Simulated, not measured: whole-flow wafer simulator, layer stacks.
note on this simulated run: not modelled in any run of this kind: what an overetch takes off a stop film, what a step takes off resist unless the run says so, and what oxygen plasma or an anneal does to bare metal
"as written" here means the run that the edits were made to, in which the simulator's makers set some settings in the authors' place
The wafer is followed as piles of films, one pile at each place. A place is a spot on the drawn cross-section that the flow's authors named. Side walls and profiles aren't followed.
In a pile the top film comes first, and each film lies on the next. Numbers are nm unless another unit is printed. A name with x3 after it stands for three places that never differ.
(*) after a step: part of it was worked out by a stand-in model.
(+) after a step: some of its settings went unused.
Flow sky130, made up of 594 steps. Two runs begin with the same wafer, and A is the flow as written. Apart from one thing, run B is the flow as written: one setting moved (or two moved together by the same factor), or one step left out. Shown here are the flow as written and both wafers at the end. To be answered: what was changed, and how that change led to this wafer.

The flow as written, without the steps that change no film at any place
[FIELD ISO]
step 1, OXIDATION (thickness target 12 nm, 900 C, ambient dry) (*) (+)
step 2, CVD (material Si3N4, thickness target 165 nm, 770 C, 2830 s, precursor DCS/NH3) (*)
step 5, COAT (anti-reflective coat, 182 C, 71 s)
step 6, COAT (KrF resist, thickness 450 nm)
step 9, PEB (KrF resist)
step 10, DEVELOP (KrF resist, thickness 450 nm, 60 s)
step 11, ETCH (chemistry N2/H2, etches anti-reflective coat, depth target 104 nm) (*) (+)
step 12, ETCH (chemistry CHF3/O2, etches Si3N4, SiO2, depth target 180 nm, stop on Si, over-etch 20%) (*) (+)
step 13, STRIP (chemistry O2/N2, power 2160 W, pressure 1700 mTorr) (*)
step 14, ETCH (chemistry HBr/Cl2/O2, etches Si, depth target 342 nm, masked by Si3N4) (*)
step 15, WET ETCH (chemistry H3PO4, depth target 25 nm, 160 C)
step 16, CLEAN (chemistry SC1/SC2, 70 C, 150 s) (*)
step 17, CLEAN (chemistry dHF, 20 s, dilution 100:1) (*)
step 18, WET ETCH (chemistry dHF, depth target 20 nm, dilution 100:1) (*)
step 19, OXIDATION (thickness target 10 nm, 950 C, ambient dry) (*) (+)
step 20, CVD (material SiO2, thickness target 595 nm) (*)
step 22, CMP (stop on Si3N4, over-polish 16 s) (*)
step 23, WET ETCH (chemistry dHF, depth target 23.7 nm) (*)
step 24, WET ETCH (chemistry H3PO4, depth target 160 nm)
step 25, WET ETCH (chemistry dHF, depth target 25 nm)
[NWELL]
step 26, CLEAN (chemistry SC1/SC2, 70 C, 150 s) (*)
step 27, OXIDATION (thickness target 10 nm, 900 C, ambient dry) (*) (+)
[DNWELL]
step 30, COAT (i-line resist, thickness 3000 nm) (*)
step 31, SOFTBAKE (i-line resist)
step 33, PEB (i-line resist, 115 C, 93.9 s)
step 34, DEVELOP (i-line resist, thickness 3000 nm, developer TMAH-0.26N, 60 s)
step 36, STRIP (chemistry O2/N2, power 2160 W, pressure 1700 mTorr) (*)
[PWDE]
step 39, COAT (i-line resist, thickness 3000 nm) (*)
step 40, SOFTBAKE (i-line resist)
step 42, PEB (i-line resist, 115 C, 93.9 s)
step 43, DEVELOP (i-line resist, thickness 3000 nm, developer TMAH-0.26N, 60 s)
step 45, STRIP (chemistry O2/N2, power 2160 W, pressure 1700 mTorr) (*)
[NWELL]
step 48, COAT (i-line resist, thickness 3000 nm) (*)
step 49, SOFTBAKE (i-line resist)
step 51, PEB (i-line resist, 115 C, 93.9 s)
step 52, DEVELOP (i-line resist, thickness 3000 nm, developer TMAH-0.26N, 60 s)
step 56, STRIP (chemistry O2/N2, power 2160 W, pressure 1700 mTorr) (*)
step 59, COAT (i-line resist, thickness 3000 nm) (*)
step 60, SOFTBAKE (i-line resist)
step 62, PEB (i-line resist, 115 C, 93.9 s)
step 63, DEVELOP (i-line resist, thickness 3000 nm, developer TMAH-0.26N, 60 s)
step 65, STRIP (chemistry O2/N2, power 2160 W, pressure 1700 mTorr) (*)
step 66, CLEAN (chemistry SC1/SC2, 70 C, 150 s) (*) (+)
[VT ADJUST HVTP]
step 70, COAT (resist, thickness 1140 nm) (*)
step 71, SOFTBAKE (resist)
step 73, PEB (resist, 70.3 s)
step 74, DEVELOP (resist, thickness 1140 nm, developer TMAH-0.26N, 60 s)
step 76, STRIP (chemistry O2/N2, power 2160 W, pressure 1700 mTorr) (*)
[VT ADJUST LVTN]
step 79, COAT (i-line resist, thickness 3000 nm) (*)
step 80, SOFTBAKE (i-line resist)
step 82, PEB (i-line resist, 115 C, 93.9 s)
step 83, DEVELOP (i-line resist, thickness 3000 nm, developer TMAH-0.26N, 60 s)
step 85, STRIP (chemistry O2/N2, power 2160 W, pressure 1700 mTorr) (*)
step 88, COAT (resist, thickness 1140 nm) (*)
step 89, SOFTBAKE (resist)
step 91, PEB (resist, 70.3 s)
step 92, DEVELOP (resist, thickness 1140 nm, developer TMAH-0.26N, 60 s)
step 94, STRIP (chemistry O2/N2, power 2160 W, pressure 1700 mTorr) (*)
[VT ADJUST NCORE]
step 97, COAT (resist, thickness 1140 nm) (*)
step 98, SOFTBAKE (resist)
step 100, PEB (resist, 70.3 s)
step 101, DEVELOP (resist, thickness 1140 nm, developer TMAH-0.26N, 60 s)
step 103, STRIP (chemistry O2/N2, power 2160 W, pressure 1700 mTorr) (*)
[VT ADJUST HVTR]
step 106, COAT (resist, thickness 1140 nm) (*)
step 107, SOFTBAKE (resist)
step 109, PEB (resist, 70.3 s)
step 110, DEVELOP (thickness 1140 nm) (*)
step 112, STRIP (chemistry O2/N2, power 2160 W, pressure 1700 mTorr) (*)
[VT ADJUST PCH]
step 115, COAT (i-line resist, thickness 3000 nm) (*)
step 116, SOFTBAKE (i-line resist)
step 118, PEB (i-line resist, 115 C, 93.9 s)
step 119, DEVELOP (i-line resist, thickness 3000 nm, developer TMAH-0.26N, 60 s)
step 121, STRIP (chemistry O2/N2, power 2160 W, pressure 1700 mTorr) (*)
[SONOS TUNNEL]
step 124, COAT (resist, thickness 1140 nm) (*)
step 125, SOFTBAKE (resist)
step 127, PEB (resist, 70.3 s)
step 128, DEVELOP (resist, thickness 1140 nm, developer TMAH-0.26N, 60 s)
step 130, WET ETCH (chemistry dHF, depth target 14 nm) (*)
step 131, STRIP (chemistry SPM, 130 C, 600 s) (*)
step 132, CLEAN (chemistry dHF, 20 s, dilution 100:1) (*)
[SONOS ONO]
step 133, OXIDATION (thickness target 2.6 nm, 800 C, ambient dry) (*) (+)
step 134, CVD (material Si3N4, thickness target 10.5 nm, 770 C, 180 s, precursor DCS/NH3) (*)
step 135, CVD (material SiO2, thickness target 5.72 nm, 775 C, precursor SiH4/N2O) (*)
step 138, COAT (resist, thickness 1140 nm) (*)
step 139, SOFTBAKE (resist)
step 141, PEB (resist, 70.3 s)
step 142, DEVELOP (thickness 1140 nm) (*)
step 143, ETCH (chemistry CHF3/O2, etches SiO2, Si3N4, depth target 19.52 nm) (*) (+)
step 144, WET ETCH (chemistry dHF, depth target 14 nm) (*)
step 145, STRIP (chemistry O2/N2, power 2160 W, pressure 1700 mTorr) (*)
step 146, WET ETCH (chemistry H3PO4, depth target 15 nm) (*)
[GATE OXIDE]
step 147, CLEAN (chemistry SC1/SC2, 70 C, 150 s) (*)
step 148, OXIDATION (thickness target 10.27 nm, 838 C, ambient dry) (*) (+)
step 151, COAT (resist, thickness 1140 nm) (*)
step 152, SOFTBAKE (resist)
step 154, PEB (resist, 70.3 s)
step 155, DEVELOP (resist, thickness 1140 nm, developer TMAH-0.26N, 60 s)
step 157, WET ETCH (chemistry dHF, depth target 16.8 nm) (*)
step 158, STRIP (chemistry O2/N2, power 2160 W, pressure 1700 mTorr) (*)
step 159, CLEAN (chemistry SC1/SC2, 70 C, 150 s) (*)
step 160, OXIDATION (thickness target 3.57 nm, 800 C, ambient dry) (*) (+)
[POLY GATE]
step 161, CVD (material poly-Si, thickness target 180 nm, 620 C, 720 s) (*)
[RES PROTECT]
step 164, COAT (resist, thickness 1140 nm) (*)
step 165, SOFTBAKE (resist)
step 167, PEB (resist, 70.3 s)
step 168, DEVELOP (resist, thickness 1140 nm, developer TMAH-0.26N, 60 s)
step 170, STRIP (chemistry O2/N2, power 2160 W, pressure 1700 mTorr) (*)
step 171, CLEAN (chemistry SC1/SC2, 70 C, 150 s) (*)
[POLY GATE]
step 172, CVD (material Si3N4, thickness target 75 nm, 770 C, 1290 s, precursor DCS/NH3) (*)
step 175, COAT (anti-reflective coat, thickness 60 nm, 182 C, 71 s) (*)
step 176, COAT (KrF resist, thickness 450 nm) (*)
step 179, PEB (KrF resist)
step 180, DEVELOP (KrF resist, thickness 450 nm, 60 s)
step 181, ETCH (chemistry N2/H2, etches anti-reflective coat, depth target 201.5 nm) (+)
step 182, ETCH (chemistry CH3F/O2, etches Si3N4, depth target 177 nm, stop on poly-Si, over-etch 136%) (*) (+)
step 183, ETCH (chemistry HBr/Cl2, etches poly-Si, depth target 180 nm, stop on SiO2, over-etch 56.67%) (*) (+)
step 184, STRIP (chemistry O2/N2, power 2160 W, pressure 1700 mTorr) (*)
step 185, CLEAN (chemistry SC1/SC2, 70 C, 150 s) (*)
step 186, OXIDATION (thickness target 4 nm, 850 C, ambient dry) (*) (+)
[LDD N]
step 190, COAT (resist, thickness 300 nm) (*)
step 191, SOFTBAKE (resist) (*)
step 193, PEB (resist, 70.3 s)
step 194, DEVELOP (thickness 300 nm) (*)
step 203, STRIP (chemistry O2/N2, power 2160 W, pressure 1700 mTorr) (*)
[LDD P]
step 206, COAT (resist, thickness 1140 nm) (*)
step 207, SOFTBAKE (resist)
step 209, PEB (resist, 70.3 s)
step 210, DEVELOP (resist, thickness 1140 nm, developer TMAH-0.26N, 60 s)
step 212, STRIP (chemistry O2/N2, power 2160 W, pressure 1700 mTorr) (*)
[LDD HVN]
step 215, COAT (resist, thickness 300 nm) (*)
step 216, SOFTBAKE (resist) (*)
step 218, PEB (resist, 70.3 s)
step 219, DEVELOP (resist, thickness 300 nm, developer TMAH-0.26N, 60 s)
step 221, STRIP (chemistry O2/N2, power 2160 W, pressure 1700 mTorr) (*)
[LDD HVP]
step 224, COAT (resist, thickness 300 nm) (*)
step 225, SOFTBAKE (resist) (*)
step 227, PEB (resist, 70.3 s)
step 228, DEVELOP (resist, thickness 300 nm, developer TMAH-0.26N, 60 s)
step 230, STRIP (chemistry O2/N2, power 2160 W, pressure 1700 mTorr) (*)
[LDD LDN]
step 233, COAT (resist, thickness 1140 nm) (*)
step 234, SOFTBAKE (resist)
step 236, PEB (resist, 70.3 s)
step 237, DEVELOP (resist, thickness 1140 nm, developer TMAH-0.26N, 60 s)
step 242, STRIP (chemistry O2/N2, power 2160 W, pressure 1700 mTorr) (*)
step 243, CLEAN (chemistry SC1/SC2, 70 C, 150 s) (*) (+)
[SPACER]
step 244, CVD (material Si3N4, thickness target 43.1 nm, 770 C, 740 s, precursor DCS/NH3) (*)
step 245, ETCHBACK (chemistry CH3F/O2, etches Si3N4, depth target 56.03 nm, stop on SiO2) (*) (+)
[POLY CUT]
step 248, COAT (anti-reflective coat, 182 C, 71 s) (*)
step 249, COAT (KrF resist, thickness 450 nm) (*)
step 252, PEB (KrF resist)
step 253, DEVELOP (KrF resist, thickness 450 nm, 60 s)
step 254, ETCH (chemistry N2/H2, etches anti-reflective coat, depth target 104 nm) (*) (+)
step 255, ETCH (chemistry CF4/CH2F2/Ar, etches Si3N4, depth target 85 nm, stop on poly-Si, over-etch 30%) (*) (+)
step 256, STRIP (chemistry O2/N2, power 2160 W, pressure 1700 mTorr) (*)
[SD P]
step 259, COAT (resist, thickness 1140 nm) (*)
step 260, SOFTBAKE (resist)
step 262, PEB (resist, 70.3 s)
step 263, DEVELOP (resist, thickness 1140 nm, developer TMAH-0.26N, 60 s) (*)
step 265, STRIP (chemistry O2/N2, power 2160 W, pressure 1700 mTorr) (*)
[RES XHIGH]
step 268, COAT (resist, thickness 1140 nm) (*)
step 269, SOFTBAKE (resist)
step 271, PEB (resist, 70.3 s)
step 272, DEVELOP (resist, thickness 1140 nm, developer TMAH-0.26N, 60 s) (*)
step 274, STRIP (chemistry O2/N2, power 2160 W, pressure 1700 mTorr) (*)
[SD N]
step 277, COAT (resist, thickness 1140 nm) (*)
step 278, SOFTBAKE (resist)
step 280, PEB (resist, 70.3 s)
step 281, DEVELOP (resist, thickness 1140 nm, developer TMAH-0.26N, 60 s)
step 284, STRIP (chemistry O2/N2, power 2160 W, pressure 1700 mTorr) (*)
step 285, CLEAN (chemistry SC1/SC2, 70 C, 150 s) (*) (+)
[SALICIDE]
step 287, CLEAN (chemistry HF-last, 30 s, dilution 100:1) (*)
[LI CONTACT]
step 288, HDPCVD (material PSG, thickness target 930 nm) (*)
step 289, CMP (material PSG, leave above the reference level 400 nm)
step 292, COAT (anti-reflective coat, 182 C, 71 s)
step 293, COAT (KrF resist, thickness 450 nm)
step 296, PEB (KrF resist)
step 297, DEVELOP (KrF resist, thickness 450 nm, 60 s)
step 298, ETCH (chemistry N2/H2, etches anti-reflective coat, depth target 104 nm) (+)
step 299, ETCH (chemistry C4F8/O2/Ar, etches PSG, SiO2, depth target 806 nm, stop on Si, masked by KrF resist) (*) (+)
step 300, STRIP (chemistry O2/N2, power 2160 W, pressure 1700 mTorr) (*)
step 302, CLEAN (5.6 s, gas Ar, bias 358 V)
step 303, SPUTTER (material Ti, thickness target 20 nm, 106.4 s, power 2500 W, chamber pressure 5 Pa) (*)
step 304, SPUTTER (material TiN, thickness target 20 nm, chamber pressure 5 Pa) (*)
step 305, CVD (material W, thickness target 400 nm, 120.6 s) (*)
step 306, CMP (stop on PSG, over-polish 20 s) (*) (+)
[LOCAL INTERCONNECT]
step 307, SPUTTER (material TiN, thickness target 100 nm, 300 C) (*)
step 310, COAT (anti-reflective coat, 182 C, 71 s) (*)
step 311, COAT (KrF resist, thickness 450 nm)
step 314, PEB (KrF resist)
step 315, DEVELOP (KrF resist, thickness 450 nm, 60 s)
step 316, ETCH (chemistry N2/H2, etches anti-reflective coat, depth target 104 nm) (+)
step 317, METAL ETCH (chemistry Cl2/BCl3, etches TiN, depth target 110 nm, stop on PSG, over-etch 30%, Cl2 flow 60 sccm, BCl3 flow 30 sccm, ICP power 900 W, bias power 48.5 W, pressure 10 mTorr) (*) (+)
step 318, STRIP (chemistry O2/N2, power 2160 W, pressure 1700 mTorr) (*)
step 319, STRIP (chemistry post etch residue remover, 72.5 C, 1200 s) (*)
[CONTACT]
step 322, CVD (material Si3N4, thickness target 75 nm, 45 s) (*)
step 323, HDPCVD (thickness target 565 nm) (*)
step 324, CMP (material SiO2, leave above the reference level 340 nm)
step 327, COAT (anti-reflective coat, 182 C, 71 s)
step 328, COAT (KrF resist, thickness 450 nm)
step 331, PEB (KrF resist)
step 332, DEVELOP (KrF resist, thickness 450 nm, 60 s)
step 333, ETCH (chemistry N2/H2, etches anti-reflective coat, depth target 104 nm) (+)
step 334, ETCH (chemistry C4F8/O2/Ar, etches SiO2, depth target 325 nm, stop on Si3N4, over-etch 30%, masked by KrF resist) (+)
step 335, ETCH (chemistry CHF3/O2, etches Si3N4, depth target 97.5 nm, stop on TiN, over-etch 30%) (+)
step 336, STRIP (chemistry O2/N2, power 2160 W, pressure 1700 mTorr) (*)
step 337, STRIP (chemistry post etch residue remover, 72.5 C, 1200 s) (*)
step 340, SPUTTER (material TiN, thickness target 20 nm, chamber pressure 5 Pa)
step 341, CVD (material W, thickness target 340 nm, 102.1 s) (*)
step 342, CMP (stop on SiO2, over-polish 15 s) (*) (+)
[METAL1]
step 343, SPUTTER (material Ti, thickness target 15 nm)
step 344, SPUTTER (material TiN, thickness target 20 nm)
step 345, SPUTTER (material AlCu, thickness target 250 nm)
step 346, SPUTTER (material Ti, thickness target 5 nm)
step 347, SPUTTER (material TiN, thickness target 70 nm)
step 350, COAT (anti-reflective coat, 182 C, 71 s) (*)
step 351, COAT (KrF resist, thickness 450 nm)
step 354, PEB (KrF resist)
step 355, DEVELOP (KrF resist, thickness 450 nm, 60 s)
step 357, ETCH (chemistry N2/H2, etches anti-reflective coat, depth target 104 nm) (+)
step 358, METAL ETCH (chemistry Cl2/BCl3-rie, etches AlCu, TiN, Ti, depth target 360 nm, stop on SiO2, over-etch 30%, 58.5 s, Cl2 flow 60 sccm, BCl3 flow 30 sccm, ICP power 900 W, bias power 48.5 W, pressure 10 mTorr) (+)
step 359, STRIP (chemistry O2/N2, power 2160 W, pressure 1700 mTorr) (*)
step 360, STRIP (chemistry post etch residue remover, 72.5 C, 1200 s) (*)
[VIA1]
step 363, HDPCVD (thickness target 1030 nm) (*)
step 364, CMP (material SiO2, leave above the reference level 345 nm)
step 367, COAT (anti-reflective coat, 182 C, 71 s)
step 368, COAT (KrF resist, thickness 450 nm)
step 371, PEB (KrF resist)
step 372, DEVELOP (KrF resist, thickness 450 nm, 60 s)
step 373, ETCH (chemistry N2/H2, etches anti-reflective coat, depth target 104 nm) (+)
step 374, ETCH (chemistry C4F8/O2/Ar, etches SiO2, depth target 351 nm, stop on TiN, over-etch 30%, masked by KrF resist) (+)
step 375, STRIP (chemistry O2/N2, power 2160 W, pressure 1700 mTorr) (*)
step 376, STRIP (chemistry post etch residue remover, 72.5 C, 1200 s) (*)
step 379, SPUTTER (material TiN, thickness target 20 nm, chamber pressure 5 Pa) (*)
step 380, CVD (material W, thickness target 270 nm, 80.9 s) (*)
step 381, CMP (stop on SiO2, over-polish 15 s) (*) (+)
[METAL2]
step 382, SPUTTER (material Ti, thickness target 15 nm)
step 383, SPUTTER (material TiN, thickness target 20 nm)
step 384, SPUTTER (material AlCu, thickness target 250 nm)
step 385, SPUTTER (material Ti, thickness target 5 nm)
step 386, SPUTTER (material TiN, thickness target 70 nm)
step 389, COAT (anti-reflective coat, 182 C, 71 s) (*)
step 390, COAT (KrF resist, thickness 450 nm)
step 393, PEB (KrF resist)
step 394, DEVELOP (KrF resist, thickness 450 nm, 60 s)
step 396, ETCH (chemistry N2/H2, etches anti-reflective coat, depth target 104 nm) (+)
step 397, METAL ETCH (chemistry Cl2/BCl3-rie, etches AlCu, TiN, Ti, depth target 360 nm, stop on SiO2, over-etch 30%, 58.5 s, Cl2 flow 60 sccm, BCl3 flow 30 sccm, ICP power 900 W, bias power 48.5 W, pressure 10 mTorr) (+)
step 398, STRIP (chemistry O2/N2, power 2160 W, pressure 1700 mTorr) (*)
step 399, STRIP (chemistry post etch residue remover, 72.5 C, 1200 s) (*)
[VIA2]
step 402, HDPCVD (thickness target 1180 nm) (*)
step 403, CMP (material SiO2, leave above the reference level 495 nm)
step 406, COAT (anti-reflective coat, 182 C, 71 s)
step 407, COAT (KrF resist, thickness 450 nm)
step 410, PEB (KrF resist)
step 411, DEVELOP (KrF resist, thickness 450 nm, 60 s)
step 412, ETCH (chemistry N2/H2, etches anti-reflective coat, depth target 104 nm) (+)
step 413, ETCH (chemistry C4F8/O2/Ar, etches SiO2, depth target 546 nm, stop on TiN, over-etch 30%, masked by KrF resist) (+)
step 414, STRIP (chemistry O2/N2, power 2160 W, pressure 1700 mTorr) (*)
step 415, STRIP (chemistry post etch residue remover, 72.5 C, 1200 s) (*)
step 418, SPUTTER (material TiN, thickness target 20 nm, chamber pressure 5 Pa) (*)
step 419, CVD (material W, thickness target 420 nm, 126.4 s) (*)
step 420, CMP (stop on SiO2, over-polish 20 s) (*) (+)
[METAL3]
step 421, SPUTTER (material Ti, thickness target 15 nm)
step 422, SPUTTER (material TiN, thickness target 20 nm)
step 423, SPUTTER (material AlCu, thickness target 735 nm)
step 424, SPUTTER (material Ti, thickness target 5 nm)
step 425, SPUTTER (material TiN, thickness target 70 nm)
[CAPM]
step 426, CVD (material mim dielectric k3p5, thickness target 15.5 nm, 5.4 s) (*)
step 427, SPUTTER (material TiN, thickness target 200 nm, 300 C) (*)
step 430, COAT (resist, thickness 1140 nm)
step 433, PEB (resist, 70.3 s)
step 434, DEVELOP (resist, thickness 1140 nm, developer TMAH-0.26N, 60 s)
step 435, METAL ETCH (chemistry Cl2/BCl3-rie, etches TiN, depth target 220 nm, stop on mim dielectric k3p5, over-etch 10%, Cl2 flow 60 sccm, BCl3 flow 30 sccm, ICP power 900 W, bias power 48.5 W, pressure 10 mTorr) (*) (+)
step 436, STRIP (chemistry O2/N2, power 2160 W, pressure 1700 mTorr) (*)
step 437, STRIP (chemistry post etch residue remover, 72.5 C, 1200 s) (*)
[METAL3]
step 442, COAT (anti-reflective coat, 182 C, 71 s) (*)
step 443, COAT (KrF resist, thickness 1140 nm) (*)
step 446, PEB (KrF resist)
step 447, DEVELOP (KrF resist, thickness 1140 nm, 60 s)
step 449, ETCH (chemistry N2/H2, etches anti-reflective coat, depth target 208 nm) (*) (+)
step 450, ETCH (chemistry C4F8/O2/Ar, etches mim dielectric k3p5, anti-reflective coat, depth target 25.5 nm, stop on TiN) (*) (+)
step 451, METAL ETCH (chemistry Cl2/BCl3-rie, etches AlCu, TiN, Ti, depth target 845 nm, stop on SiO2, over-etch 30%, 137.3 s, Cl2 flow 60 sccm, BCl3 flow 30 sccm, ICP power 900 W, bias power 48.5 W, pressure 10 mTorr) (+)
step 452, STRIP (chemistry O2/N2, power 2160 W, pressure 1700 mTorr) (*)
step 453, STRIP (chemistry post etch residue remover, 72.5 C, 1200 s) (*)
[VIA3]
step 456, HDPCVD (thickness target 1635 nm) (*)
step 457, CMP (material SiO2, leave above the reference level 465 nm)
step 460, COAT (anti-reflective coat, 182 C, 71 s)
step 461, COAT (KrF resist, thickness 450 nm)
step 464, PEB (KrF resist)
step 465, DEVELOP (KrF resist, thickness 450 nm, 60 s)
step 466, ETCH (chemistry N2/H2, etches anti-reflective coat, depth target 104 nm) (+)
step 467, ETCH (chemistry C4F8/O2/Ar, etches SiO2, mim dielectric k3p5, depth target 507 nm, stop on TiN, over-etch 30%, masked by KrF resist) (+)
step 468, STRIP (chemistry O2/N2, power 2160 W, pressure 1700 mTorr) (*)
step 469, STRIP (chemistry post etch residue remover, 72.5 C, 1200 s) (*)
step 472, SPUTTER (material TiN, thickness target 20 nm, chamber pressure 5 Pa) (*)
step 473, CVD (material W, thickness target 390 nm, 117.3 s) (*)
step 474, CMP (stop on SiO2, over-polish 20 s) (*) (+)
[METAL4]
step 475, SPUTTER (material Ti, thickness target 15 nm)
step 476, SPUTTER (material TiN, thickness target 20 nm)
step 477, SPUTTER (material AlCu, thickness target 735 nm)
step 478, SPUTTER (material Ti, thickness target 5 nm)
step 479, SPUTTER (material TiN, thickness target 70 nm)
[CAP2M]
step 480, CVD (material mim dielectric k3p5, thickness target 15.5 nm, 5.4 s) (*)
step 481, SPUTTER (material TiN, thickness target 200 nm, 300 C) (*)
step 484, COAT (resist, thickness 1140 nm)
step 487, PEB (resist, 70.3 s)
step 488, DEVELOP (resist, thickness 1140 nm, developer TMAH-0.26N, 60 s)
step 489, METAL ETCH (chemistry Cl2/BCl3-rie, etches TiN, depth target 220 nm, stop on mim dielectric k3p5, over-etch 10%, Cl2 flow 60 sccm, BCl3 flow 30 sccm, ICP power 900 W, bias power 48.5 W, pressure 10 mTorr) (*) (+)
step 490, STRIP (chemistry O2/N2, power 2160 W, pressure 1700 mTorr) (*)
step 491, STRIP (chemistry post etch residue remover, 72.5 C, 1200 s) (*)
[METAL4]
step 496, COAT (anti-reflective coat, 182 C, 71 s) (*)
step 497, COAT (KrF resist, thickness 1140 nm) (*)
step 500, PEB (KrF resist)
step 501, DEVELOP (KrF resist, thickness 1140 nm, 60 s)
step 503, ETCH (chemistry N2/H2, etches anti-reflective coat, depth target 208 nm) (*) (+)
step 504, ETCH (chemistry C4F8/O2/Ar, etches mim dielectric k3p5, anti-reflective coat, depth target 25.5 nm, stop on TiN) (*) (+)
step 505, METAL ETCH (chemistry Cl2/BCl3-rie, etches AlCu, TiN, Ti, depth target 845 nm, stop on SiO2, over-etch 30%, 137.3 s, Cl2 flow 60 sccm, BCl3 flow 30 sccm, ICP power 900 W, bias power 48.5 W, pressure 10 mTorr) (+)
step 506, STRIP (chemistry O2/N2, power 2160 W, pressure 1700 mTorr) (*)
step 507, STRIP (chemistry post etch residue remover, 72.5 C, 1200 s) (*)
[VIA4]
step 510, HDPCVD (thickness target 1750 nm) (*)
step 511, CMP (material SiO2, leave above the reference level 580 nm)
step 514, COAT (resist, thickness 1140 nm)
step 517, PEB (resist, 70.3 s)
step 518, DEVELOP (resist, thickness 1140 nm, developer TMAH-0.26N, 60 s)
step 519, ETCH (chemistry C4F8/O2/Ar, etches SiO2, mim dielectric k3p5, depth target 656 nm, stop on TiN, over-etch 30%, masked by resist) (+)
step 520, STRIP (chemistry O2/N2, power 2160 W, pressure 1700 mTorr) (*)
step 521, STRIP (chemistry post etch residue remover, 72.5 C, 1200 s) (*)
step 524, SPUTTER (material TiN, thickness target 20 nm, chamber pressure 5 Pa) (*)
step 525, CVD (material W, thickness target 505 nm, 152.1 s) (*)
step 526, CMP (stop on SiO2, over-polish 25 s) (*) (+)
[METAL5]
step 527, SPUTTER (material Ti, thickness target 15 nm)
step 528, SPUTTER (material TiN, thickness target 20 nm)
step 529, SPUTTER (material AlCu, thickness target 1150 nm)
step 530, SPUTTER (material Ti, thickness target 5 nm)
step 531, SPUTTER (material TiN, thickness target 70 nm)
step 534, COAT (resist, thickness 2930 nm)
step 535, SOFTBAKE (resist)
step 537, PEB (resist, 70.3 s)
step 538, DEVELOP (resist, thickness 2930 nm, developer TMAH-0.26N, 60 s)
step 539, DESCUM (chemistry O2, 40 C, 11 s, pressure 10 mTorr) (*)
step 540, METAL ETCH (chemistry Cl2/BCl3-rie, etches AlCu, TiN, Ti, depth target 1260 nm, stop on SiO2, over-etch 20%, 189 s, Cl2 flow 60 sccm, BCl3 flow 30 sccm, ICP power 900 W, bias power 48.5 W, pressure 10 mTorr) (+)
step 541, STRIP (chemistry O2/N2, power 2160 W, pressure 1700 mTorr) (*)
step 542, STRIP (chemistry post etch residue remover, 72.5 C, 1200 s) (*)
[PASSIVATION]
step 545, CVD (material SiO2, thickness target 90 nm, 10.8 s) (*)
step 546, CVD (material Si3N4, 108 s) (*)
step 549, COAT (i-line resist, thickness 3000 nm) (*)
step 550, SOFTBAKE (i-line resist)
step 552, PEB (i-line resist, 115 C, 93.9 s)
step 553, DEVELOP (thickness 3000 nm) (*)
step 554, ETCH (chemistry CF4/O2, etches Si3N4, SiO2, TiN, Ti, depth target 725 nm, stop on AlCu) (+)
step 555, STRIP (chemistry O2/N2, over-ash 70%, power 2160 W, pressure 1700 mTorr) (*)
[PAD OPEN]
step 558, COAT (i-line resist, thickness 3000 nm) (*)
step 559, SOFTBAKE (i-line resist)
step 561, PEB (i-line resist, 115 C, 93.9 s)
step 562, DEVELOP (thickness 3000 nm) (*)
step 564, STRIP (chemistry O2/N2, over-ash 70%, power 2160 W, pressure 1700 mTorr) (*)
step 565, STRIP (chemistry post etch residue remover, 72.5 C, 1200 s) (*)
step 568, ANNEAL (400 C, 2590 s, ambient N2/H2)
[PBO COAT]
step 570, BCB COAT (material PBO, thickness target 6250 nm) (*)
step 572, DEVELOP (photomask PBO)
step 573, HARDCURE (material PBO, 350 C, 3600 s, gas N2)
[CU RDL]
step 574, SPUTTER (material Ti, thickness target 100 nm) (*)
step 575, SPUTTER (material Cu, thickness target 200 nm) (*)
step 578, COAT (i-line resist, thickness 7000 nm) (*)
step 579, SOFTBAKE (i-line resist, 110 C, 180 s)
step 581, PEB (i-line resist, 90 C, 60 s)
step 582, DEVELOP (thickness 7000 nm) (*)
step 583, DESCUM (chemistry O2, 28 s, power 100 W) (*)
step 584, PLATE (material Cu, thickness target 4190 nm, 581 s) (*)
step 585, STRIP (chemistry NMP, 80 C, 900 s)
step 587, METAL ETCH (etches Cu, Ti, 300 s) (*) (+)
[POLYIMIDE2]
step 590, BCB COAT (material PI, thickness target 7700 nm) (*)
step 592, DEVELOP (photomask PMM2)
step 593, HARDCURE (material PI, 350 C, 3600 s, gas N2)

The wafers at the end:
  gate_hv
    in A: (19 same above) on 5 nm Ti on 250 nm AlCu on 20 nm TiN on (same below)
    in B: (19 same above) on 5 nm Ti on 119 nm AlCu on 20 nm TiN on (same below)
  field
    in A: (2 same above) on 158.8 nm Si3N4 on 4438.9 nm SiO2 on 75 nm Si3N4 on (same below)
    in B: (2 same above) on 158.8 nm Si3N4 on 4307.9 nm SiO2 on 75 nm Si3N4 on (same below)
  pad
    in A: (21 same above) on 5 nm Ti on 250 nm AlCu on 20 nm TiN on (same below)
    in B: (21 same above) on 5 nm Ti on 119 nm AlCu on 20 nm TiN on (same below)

The reason: step 384, SPUTTER: thickness target 119 nm was run, while the flow as written has thickness target 250 nm.
The wafer itself shows it: gate_hv has AlCu 119, and step 384 as written asks for 250 nm.

How this came from the change, step by step:
  step 384, SPUTTER (material AlCu, thickness target 250 nm)
      field, active, n_well and 188 more: A AlCu gains 250 (new film) | B AlCu gains 119 (new film)
  step 397, METAL ETCH (chemistry Cl2/BCl3-rie, etches AlCu, TiN, Ti, depth target 360 nm, stop on SiO2, over-etch 30%, 58.5 s, Cl2 flow 60 sccm, BCl3 flow 30 sccm, ICP power 900 W, bias power 48.5 W, pressure 10 mTorr) (+)
      field, active, gate and 82 more: A TiN loses 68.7 (all of it), Ti loses 5 (all of it), AlCu loses 250 (all of it), TiN loses 20 (all of it), Ti loses 15 (all of it), SiO2 loses 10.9 | B TiN loses 68.7 (all of it), Ti loses 5 (all of it), AlCu loses 119 (all of it), TiN loses 20 (all of it), Ti loses 15 (all of it), SiO2 loses 24
  step 403, CMP (material SiO2, leave above the reference level 495 nm)
      field, active, gate and 82 more: A SiO2 loses 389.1 | B SiO2 loses 507
